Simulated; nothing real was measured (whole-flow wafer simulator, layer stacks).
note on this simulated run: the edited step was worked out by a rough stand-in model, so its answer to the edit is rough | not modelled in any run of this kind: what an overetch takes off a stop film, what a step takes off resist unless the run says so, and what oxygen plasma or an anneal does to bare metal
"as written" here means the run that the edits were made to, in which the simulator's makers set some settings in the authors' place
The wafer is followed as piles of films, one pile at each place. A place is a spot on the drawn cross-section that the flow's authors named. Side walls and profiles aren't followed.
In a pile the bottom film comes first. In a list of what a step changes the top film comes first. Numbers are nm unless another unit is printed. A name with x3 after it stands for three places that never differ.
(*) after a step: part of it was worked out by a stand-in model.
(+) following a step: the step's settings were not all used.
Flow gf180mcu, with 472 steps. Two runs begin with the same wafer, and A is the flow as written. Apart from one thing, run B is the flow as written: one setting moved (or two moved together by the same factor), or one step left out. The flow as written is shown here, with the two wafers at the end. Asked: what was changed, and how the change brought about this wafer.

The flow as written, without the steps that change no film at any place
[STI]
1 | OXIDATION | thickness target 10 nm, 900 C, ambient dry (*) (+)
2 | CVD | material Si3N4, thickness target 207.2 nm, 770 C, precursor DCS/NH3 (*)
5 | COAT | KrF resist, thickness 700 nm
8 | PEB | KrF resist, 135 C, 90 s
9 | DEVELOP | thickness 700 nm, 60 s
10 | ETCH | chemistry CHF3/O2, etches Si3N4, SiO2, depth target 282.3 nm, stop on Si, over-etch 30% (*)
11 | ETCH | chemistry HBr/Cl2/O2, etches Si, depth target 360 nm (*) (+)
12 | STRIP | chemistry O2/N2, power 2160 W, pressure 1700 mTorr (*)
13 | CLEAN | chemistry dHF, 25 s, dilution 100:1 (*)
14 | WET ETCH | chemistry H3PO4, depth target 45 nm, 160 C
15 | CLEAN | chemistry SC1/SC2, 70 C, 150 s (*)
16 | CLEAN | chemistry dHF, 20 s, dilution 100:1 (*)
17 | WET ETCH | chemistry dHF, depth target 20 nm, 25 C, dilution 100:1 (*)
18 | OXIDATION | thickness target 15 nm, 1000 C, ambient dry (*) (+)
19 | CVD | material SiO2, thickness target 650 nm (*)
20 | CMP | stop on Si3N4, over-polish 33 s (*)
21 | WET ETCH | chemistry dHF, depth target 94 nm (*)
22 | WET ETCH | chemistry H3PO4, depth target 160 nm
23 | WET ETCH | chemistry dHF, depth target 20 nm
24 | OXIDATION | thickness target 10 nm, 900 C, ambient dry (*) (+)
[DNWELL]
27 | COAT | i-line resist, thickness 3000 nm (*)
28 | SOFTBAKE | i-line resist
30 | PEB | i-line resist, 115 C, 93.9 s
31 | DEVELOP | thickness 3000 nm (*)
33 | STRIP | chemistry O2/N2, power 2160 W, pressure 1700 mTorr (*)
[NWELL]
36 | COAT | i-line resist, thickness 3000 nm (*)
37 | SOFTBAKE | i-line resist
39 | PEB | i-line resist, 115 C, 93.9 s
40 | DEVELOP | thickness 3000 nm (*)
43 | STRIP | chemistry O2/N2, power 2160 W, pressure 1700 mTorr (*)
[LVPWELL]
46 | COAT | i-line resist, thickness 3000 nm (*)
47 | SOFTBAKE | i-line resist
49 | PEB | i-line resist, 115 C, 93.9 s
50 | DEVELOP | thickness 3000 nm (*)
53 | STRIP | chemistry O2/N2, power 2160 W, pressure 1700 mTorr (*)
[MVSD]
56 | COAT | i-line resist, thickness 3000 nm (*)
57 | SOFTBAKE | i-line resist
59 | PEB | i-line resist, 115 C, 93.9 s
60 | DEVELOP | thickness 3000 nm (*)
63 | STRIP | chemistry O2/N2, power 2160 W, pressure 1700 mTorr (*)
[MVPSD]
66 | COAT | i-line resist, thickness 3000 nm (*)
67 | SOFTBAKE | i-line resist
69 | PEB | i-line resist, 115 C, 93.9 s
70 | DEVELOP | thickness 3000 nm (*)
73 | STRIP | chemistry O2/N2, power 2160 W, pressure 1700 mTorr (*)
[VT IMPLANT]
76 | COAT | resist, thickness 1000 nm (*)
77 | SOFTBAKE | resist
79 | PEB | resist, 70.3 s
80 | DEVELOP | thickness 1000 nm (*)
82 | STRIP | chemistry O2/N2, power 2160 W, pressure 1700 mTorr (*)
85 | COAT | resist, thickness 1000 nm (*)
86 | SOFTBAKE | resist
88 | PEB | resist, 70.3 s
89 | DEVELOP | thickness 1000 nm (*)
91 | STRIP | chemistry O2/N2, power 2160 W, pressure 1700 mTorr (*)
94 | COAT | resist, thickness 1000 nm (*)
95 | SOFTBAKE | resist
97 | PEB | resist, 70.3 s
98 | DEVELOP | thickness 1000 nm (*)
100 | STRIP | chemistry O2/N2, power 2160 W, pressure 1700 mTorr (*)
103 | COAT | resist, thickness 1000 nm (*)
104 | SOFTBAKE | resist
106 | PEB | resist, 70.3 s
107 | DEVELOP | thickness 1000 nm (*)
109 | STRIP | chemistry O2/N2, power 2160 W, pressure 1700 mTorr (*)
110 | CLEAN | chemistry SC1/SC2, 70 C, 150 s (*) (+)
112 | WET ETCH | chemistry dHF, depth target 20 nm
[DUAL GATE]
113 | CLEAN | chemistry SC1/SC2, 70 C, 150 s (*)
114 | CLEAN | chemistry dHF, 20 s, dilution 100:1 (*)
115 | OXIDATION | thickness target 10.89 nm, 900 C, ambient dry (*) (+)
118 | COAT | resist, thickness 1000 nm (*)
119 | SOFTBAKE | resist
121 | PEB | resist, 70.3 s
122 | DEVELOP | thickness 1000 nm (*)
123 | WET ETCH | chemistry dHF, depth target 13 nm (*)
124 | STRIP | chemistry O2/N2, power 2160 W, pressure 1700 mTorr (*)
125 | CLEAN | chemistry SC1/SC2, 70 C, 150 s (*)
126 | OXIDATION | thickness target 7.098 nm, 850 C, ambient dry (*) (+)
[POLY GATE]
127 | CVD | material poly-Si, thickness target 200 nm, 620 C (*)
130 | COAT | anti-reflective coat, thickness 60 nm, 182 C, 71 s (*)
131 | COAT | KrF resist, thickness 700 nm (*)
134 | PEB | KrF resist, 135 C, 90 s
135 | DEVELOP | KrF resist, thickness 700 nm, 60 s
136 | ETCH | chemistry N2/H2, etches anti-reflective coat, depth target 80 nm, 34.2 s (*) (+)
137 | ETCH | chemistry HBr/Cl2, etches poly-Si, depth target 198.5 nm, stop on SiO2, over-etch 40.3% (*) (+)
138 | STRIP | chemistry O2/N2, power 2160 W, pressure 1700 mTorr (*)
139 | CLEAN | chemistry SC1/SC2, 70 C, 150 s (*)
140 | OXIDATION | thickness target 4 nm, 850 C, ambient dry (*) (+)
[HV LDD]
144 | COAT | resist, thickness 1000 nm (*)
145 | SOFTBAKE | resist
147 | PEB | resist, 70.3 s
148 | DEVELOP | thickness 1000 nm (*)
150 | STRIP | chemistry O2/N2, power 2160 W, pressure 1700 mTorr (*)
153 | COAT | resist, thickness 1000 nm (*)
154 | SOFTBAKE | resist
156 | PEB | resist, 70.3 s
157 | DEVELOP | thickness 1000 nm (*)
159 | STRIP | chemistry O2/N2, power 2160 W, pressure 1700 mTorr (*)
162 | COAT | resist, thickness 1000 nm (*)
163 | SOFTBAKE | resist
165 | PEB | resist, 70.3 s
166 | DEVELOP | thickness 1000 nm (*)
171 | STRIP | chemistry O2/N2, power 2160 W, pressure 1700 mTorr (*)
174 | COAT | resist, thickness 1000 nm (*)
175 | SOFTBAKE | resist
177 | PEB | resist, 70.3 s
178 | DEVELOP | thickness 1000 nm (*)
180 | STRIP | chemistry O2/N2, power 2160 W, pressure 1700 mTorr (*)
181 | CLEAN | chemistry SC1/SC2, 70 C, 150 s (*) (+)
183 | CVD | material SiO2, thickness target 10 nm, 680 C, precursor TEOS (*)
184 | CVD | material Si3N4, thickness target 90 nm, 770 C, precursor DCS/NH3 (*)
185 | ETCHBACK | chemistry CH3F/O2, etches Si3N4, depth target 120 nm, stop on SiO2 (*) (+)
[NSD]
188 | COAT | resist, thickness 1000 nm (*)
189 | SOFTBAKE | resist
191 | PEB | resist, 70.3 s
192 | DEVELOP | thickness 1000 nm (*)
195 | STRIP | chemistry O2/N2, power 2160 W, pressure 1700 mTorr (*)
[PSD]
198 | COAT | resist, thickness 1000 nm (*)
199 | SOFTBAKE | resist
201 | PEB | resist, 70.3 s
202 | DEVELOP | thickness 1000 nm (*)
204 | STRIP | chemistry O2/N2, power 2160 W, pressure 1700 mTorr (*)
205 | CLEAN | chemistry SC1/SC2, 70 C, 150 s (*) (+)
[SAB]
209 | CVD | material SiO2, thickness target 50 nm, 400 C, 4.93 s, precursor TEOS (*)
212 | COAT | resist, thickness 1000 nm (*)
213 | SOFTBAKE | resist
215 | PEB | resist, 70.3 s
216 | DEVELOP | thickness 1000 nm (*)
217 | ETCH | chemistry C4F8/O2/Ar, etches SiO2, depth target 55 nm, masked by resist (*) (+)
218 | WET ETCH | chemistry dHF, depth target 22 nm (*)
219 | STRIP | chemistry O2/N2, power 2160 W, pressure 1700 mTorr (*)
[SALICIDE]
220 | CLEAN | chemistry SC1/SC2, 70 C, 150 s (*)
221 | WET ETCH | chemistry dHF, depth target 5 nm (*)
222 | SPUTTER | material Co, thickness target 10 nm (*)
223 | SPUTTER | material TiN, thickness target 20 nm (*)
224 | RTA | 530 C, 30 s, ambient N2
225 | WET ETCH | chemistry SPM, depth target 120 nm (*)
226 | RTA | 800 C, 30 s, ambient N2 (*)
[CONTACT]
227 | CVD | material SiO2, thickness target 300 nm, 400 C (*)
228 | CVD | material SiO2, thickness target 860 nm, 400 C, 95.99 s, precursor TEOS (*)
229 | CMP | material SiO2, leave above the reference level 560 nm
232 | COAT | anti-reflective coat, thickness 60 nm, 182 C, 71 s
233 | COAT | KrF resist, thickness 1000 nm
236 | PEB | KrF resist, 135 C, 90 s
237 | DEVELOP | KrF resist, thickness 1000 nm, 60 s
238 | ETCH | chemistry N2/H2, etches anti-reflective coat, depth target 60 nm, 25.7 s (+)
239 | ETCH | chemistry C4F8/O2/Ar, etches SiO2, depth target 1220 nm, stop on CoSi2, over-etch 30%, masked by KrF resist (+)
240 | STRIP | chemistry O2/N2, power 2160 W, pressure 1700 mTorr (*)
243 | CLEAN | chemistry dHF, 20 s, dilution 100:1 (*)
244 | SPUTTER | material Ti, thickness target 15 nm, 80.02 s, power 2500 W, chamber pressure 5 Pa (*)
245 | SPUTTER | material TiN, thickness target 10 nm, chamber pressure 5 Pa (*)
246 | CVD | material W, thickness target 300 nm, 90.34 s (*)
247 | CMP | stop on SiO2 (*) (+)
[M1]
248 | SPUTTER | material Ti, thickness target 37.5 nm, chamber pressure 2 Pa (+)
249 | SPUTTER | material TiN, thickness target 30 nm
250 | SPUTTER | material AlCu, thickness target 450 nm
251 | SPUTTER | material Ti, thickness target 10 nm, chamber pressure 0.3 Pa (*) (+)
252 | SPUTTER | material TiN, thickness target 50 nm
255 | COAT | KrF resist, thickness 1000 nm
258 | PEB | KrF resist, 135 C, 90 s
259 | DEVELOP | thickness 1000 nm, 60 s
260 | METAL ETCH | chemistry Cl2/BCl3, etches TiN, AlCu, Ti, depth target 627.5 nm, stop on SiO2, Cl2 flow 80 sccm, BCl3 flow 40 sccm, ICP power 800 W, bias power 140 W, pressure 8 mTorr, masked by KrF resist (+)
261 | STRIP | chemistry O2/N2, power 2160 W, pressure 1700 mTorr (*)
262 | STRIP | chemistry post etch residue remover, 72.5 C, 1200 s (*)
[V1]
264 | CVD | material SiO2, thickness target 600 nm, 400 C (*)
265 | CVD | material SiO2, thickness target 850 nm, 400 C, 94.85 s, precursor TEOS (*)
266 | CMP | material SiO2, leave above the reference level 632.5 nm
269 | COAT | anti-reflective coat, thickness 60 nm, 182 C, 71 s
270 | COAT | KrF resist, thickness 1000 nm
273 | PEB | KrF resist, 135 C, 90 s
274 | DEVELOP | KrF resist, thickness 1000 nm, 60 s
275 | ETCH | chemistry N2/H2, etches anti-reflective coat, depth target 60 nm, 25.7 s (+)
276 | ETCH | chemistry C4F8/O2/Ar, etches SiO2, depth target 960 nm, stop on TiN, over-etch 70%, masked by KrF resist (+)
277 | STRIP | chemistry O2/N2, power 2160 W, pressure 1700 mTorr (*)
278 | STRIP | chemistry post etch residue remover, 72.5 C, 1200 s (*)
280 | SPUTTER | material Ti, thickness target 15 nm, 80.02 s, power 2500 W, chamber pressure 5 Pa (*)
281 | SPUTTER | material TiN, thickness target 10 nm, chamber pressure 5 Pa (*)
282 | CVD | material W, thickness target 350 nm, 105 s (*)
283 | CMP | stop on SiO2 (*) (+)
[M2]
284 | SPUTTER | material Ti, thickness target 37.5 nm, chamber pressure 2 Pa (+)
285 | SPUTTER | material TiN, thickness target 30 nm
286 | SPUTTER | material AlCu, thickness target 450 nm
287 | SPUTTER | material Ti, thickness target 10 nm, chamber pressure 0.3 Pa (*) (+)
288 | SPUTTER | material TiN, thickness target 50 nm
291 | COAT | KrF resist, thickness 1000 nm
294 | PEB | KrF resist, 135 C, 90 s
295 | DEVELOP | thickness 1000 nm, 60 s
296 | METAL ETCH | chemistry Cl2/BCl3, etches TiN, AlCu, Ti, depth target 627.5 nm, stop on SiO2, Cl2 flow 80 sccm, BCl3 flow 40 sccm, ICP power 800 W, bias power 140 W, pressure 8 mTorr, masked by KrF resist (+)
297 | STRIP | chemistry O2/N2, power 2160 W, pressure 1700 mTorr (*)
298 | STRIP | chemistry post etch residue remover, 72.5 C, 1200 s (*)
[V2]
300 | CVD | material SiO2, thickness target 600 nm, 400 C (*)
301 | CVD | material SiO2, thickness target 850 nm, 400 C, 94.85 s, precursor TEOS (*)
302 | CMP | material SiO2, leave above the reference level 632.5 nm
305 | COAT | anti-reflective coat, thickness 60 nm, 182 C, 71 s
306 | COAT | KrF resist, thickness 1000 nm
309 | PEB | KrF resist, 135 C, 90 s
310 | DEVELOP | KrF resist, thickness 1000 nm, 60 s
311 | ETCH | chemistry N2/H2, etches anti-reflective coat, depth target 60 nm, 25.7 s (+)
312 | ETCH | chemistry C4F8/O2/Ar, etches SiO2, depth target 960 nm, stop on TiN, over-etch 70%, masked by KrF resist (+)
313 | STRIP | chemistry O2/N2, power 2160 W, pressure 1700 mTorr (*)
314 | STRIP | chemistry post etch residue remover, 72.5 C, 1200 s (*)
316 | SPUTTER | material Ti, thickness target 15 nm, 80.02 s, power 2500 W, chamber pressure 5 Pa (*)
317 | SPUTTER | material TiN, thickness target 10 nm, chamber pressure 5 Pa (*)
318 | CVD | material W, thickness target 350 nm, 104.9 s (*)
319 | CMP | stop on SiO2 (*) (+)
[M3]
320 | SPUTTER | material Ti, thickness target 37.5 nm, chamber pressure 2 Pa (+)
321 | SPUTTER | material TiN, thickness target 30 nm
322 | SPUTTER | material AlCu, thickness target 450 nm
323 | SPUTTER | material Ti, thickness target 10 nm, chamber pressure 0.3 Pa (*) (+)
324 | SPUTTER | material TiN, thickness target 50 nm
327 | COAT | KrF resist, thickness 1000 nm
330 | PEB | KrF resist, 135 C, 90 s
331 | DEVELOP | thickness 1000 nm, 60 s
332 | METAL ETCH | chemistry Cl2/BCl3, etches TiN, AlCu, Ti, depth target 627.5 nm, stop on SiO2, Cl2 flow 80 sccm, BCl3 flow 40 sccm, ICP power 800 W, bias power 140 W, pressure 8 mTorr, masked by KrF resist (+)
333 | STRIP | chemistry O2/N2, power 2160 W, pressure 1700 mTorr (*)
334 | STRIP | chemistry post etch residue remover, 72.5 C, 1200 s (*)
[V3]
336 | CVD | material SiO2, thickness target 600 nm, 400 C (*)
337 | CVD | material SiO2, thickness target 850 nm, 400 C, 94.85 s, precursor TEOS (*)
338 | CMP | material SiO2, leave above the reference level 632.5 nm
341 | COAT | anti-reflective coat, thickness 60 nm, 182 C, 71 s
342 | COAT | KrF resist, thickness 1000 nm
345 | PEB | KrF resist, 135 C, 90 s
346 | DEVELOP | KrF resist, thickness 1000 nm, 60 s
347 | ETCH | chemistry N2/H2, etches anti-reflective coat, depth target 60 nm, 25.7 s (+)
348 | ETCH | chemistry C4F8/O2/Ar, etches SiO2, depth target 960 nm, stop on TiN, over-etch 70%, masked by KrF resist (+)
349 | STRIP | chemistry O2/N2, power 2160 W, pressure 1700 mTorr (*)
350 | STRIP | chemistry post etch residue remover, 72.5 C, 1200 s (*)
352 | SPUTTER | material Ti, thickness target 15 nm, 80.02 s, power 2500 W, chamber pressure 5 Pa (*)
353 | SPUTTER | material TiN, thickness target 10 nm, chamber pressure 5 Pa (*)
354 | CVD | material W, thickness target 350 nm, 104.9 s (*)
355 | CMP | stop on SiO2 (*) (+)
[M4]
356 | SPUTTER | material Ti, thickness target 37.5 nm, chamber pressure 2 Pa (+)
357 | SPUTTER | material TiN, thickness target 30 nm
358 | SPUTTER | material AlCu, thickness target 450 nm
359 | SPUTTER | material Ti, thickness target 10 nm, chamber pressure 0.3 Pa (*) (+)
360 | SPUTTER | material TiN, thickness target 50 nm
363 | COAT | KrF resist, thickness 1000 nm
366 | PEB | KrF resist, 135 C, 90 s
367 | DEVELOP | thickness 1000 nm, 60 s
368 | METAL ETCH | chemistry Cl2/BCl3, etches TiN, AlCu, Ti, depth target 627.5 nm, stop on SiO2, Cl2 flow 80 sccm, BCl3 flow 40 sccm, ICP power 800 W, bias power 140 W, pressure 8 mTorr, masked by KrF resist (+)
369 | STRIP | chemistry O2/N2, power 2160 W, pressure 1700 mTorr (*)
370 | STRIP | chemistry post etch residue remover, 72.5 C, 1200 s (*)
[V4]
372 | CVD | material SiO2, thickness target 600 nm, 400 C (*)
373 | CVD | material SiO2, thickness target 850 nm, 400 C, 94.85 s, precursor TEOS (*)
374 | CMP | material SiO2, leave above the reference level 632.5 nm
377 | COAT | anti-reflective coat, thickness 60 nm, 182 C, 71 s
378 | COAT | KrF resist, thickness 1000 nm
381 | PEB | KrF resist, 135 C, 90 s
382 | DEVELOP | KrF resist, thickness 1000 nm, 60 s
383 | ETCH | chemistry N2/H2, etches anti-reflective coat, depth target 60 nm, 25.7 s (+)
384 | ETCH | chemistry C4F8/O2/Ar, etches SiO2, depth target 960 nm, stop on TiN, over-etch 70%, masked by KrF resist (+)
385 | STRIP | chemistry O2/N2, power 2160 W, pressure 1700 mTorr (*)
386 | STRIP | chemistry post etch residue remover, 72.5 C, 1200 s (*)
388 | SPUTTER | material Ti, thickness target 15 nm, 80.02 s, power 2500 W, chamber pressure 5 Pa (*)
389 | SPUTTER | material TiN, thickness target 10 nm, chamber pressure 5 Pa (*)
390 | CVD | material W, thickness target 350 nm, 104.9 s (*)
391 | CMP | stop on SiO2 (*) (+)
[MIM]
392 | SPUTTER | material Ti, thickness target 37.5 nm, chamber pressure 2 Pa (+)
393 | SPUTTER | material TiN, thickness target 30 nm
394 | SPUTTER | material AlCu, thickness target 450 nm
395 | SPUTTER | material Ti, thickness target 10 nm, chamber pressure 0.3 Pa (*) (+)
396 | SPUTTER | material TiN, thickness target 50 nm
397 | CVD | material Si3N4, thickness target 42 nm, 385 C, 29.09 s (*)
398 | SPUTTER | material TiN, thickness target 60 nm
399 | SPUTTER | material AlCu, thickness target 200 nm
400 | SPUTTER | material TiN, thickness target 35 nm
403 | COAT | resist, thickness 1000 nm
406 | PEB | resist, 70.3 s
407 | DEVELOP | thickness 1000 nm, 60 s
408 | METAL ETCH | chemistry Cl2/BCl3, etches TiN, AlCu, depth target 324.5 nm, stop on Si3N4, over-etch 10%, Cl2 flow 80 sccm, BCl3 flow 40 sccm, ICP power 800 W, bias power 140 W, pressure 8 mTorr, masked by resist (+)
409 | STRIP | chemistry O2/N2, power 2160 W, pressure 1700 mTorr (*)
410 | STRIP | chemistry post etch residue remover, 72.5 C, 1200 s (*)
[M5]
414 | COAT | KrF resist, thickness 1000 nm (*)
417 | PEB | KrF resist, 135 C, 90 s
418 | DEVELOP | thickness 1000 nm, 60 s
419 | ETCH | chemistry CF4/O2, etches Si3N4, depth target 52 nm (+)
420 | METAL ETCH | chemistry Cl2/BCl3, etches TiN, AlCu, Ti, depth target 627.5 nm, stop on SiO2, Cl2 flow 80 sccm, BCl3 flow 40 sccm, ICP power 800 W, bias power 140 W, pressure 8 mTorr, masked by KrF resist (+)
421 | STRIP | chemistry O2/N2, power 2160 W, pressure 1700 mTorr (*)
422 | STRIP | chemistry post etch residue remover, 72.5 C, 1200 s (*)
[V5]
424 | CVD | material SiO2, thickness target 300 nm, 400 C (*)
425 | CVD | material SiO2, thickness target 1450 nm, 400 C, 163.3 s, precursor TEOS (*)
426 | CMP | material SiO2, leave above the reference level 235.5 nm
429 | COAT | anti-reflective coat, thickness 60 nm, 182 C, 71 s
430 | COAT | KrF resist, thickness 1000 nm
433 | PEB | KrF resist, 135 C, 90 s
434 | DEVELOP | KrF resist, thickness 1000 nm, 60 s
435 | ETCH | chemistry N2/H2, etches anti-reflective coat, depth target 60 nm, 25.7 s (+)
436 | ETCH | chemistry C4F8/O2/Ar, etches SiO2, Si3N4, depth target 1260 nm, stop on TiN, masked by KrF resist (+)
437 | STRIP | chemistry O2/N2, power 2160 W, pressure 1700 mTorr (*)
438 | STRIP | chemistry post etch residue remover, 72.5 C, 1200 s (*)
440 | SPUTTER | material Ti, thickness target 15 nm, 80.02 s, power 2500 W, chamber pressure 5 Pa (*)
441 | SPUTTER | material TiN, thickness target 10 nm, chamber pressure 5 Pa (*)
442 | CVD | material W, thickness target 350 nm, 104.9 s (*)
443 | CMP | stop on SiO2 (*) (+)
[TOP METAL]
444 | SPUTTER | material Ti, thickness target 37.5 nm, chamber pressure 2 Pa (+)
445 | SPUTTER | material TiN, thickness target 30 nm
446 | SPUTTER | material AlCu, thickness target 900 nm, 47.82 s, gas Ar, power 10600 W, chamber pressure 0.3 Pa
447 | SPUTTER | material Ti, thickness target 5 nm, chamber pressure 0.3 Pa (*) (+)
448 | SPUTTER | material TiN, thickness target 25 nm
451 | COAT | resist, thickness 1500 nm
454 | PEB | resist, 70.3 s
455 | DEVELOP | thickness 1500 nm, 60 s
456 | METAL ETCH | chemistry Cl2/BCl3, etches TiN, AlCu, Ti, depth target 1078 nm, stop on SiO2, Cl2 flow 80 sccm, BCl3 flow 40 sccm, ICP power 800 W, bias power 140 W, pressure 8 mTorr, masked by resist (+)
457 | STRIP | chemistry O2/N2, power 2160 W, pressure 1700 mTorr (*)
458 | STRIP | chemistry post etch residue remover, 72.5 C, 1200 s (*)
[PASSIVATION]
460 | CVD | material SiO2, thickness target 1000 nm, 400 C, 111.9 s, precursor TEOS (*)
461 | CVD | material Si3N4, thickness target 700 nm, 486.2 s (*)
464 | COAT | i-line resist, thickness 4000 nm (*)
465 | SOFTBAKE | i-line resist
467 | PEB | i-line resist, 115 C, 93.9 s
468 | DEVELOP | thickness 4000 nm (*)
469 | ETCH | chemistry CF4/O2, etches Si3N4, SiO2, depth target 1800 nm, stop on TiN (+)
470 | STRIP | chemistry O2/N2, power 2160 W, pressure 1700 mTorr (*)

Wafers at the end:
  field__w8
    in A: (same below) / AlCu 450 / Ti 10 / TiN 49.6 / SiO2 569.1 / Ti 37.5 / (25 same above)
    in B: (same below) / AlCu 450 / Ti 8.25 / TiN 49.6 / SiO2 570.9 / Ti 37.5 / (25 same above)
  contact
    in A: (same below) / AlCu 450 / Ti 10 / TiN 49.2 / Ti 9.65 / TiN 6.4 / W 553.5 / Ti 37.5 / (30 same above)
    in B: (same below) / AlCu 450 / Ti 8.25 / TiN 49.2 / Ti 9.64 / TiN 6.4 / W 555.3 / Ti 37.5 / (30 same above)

Cause: step 287, SPUTTER: thickness target 8.25 nm was run, whereas the flow has thickness target 10 nm.
The wafer lets one read it off: field__w8 has Ti 8.25, and step 287 as written asks for 10 nm.

The path from the change to this, step by step:
  287 | SPUTTER | material Ti, thickness target 10 nm, chamber pressure 0.3 Pa (*) (+)
      field, field__w1, field__w2 and 108 more: A +10 Ti (new film) | B +8.25 Ti (new film)
  296 | METAL ETCH | chemistry Cl2/BCl3, etches TiN, AlCu, Ti, depth target 627.5 nm, stop on SiO2, Cl2 flow 80 sccm, BCl3 flow 40 sccm, ICP power 800 W, bias power 140 W, pressure 8 mTorr, masked by KrF resist (+)
      field, field__w1, field__w2 and 103 more: A -50 TiN (all of it), -10 Ti (all of it), -450 AlCu (all of it), -30 TiN (all of it), -37.5 Ti (all of it) | B -50 TiN (all of it), -8.25 Ti (all of it), -450 AlCu (all of it), -30 TiN (all of it), -37.5 Ti (all of it)
